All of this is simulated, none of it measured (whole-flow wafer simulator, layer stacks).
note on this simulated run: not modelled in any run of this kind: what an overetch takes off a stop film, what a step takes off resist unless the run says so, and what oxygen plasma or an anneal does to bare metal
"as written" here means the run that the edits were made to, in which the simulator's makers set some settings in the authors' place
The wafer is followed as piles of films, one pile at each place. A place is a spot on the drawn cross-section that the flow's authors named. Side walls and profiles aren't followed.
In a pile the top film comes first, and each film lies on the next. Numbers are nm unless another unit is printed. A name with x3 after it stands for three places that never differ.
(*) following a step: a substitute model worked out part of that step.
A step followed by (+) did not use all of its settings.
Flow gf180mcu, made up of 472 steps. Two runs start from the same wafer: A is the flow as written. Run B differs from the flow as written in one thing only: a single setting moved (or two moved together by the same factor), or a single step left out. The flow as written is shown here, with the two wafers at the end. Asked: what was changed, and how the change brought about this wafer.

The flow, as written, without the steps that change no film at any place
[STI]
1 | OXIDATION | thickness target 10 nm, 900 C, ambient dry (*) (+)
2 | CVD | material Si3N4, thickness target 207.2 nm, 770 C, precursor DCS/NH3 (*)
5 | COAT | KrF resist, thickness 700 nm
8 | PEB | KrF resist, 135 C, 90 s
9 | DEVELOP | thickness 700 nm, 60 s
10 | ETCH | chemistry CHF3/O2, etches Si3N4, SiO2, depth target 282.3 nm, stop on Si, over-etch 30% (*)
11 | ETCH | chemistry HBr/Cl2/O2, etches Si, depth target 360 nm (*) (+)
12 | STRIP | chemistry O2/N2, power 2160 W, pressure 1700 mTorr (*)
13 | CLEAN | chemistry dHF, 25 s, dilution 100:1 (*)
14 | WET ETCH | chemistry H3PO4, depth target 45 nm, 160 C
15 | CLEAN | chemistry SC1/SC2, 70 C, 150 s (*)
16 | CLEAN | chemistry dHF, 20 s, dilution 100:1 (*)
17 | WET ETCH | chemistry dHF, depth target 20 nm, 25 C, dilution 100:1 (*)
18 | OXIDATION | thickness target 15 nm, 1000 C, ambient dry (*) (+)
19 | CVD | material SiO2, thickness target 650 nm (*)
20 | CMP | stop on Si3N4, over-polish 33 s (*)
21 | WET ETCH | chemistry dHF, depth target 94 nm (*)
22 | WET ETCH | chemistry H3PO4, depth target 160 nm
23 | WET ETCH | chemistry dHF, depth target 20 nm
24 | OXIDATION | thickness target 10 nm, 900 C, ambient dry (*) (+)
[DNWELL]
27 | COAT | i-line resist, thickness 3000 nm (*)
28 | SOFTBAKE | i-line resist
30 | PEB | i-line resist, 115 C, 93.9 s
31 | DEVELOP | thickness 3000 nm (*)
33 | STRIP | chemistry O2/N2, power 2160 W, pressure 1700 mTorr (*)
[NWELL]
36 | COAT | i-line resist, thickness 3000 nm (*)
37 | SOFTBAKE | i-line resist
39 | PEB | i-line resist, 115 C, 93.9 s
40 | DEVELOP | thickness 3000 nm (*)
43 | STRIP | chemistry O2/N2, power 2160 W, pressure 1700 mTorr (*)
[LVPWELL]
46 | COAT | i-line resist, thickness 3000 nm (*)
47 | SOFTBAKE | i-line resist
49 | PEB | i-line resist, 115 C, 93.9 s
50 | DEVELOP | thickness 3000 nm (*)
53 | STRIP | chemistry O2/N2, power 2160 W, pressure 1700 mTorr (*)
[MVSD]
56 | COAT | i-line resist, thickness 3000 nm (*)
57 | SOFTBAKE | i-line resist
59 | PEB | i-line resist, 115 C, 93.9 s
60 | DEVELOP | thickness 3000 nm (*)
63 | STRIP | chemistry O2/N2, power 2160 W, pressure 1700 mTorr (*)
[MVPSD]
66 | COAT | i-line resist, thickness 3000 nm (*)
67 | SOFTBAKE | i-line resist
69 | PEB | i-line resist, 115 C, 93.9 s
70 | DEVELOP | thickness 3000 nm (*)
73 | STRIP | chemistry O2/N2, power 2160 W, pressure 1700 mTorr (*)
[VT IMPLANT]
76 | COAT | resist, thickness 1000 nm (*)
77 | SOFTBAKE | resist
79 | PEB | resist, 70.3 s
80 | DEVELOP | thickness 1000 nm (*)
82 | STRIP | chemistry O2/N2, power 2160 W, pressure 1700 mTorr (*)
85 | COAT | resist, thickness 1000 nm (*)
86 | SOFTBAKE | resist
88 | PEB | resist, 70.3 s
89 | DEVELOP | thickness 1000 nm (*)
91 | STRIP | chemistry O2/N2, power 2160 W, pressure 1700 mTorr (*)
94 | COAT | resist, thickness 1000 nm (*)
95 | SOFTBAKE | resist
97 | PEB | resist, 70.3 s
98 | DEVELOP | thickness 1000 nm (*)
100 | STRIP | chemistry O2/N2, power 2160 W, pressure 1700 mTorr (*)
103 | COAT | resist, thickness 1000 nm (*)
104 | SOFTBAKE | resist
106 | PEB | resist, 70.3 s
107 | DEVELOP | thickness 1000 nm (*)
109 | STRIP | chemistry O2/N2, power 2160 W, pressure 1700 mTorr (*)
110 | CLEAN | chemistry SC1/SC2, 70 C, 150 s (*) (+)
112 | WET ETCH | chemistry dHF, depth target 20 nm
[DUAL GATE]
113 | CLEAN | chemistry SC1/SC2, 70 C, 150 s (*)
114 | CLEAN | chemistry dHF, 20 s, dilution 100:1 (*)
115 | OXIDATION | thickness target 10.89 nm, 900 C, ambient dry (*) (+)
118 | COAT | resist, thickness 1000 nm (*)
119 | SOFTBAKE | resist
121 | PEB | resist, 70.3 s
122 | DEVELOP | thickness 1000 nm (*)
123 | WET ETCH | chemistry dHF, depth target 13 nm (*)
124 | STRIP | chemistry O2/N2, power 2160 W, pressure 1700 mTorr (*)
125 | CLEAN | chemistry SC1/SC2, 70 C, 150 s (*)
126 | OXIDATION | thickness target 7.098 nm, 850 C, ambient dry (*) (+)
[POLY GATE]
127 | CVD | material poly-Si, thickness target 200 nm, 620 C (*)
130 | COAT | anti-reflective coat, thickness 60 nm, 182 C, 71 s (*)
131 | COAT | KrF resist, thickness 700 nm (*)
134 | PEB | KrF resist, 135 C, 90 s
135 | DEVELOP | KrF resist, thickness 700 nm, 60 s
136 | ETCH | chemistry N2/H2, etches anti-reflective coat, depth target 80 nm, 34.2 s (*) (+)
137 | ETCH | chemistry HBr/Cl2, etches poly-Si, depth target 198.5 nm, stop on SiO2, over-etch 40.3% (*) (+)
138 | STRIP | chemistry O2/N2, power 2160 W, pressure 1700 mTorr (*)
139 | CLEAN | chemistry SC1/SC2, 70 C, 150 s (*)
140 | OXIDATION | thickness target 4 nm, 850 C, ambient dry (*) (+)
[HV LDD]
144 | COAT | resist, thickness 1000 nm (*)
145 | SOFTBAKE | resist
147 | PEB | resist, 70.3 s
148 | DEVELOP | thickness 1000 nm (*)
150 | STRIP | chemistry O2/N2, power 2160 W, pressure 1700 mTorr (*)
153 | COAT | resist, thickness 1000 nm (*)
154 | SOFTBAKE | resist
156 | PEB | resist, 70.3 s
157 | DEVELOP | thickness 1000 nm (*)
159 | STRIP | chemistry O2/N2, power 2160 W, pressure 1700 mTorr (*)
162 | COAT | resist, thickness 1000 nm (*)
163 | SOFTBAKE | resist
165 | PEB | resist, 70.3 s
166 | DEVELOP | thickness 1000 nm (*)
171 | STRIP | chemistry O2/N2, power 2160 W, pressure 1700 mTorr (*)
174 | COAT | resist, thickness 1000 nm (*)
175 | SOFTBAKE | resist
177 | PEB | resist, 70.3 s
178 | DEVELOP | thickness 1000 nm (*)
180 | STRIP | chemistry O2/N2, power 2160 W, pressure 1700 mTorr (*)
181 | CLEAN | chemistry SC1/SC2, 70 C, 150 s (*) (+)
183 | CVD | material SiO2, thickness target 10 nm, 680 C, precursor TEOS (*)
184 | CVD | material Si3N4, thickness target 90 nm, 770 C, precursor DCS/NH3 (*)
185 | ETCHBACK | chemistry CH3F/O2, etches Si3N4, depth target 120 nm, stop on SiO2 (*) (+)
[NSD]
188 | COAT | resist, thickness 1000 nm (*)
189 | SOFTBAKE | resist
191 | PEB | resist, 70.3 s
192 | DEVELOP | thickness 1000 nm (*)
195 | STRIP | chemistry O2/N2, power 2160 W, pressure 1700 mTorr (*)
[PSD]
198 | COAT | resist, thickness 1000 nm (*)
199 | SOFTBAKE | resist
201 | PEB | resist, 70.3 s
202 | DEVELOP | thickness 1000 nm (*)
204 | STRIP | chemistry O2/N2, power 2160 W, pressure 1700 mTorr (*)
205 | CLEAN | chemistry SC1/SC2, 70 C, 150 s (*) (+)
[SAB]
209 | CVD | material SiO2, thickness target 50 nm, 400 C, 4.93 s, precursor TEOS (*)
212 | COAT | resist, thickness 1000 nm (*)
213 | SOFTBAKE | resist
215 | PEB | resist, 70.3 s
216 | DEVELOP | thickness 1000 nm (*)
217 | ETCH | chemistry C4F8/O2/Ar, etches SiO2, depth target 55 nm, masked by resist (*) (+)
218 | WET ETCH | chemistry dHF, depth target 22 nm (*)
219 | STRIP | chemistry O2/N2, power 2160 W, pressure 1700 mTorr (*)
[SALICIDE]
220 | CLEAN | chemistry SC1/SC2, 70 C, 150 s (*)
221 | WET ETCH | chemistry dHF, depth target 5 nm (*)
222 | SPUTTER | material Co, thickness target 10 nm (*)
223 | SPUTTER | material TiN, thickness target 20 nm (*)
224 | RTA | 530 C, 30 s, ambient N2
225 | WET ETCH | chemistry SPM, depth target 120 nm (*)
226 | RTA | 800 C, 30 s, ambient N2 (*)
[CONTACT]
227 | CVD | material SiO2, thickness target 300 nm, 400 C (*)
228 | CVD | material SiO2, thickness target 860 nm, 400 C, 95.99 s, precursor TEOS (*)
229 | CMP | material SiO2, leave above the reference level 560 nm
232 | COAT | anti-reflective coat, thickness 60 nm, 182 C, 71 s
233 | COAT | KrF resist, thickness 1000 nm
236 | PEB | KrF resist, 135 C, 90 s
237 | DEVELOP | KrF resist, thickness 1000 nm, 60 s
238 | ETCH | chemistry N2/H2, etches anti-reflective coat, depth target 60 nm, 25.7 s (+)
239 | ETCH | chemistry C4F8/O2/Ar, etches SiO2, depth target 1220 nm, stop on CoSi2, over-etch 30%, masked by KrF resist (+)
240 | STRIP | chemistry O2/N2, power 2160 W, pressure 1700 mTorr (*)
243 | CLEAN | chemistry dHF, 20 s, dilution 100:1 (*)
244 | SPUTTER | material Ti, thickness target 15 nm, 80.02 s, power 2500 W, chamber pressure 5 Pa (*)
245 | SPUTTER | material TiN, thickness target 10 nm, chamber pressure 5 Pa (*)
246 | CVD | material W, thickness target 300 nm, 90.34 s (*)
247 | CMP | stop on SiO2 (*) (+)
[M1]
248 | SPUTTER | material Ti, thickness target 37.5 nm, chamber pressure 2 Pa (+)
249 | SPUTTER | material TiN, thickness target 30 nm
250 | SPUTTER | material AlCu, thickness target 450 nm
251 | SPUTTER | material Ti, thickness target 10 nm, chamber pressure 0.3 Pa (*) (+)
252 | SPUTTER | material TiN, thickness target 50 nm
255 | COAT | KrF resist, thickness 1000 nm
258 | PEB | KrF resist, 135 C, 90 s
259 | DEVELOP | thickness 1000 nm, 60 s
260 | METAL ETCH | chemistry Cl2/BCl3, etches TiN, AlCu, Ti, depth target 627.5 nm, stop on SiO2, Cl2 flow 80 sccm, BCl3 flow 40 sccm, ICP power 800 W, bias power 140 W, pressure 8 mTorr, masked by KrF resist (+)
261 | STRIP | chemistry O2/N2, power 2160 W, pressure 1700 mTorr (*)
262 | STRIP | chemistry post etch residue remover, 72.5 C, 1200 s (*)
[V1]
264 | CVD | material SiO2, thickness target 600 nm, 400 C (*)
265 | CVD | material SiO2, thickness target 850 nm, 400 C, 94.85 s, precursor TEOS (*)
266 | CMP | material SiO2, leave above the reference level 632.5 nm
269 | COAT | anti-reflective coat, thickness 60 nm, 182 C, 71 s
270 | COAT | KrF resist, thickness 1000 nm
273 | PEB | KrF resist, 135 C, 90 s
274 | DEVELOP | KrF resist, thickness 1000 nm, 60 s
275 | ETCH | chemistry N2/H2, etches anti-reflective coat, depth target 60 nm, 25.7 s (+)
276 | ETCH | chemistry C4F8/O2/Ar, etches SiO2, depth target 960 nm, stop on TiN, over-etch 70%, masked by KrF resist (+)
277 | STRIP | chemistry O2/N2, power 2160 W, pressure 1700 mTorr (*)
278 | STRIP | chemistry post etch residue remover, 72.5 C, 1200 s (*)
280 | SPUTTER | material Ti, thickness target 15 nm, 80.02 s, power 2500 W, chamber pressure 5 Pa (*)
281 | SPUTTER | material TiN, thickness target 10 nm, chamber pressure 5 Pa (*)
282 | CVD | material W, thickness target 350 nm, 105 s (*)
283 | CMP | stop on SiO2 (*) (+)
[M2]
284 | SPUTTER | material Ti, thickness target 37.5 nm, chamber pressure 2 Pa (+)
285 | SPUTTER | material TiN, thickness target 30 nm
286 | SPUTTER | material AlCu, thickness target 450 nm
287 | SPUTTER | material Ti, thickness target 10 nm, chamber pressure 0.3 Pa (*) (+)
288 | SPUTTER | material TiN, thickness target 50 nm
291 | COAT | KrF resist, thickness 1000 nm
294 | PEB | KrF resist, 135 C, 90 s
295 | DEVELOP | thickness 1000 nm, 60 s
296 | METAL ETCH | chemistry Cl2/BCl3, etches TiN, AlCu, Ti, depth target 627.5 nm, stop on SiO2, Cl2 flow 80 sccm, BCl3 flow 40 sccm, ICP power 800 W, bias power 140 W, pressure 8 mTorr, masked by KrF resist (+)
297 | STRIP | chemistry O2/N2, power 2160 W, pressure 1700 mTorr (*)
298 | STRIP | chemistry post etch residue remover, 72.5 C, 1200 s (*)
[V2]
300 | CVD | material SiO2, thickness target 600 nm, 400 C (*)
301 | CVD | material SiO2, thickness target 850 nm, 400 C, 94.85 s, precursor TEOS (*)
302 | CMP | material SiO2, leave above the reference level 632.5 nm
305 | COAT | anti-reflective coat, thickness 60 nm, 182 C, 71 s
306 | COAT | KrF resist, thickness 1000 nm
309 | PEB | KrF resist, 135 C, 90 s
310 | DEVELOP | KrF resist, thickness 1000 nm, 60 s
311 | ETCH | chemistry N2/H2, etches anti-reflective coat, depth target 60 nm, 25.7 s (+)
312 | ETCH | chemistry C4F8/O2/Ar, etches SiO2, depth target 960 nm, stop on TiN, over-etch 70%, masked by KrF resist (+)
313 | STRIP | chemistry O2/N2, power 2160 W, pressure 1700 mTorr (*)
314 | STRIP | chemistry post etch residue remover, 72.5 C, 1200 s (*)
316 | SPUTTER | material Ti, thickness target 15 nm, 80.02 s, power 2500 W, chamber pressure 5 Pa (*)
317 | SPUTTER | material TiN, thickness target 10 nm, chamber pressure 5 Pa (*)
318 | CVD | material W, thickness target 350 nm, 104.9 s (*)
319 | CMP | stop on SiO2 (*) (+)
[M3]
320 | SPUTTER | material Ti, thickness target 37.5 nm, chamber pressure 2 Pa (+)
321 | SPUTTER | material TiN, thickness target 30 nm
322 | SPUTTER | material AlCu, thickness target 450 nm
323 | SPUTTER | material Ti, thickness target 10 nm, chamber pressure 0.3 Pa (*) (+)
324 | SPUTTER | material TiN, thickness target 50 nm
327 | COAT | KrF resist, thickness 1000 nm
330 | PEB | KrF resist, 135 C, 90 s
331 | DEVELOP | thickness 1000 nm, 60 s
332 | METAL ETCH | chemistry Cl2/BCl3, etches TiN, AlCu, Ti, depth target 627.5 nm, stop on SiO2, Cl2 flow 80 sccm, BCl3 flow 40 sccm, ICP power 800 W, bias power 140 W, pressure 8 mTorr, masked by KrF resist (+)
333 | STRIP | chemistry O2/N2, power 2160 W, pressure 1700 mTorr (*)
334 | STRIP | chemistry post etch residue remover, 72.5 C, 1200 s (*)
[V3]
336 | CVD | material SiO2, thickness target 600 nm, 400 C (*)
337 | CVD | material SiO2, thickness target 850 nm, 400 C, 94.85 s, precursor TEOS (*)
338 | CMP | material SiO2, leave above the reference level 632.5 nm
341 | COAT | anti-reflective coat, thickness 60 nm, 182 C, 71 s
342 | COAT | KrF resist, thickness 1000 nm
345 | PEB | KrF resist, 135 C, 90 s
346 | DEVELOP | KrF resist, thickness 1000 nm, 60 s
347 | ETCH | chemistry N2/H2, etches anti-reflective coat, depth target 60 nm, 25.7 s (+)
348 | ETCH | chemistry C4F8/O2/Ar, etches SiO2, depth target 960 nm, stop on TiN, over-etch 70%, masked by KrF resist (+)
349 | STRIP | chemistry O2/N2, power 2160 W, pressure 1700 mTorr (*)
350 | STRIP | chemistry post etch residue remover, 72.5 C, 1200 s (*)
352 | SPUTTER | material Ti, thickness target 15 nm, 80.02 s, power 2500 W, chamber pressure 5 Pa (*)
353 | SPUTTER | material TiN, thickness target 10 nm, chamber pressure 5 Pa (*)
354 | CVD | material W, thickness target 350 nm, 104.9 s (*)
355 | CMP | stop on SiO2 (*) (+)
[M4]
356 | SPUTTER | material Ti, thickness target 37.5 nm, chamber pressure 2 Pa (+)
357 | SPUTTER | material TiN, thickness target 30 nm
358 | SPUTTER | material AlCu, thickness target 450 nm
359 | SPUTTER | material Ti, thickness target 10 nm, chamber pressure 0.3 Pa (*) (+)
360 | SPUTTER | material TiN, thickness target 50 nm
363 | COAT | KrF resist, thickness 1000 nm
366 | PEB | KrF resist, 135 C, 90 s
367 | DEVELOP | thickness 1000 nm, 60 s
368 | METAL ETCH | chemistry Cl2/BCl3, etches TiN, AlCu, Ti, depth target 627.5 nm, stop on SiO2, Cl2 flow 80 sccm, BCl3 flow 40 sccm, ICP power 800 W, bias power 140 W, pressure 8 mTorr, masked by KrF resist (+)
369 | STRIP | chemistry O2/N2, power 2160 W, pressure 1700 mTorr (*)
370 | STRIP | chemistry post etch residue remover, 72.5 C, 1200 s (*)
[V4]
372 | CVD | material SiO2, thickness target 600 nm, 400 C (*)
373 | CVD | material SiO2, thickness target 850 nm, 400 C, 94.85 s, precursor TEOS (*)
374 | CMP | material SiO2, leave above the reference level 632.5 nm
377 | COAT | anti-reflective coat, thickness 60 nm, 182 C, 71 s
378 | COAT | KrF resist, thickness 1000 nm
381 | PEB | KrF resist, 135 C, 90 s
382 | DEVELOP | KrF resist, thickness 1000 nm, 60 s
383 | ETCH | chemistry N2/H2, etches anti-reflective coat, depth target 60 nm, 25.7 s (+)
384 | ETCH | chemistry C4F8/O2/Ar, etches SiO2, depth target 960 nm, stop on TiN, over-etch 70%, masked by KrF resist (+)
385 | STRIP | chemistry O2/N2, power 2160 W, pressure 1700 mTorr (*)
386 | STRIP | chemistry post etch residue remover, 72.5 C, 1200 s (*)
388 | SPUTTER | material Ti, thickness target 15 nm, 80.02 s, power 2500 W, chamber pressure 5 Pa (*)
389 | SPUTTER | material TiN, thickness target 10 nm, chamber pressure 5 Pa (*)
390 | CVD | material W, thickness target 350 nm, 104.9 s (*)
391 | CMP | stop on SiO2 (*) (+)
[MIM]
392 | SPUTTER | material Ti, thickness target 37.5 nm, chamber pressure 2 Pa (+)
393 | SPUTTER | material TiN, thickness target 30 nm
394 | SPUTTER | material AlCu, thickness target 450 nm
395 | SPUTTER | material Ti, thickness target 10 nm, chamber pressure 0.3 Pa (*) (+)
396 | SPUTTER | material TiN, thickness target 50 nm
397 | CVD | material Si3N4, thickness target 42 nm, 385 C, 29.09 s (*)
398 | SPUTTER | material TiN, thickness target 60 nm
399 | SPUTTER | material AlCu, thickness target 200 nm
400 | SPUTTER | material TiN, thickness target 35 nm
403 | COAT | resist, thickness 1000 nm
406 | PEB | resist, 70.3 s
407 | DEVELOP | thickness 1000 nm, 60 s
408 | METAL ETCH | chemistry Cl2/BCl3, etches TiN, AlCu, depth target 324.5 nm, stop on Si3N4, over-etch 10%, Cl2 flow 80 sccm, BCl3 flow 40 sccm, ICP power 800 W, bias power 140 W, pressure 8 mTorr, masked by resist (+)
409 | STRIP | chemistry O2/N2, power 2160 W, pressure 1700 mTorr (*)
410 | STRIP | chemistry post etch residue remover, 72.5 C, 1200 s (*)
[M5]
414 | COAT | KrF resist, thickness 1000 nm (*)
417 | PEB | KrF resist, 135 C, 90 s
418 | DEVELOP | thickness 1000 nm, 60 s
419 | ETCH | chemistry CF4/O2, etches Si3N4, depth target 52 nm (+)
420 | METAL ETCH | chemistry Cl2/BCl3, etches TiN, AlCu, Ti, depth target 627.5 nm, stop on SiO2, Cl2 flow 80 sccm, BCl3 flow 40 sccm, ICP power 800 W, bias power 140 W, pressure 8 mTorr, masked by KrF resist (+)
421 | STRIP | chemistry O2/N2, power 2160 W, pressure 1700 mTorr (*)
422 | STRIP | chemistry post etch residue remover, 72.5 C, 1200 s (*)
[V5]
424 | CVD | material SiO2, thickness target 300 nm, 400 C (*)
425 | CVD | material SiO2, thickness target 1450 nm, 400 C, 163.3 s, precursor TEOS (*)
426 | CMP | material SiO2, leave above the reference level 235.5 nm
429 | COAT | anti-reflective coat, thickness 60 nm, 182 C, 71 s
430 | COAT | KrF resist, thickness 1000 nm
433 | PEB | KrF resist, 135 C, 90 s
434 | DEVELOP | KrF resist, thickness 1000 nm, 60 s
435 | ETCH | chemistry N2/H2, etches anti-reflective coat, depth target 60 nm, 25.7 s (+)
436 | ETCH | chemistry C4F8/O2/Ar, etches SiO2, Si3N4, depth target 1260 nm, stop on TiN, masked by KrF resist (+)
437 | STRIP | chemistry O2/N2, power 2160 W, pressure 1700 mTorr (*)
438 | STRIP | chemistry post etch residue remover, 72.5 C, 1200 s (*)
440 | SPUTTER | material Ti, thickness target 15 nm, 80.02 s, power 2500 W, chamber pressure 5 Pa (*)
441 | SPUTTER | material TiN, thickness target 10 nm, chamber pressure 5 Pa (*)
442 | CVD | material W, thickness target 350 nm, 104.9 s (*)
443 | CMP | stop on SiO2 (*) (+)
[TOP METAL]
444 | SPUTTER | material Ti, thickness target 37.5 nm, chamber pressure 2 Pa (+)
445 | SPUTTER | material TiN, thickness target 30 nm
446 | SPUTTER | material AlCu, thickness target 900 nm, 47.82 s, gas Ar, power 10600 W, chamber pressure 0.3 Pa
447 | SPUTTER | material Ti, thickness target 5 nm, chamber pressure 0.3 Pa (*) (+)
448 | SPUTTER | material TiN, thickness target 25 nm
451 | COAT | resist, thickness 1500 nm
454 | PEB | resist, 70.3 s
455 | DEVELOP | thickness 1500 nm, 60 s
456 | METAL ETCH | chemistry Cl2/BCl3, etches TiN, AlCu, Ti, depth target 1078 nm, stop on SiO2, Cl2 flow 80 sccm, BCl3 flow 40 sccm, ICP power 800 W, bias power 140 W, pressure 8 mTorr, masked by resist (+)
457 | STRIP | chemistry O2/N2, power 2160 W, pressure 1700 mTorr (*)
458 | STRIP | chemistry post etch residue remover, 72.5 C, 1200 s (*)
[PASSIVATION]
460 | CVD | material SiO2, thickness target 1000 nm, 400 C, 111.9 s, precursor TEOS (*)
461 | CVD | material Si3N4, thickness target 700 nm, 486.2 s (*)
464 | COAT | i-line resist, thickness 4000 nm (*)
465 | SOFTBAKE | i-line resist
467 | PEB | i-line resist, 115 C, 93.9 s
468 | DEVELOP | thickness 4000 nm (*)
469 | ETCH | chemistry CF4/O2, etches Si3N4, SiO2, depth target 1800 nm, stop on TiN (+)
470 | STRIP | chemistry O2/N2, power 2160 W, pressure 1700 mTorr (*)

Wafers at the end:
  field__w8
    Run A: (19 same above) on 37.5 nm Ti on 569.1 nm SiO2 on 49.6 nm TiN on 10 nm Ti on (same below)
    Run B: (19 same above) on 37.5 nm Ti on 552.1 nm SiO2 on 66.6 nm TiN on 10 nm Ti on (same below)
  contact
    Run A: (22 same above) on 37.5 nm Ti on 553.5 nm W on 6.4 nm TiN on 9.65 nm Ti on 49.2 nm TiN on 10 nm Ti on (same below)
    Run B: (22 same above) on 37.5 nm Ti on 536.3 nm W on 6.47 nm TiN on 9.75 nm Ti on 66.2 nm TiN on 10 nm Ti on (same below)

What caused this: step 324, SPUTTER: thickness target 67 nm was run, while the flow as written has thickness target 50 nm.

Step by step, how the change led to this:
  324 | SPUTTER | material TiN, thickness target 50 nm
      field, field__w1, field__w2 and 108 more: A +50 TiN (new film) | B +67 TiN (new film)
  332 | METAL ETCH | chemistry Cl2/BCl3, etches TiN, AlCu, Ti, depth target 627.5 nm, stop on SiO2, Cl2 flow 80 sccm, BCl3 flow 40 sccm, ICP power 800 W, bias power 140 W, pressure 8 mTorr, masked by KrF resist (+)
      field, field__w1, field__w2 and 103 more: A -50 TiN (all of it), -10 Ti (all of it), -450 AlCu (all of it), -30 TiN (all of it), -37.5 Ti (all of it) | B -67 TiN (all of it), -10 Ti (all of it), -450 AlCu (all of it), -30 TiN (all of it), -37.5 Ti (all of it)
  348 | ETCH | chemistry C4F8/O2/Ar, etches SiO2, depth target 960 nm, stop on TiN, over-etch 70%, masked by KrF resist (+)
      contact: A -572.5 SiO2 (all of it) | B -555.5 SiO2 (all of it)
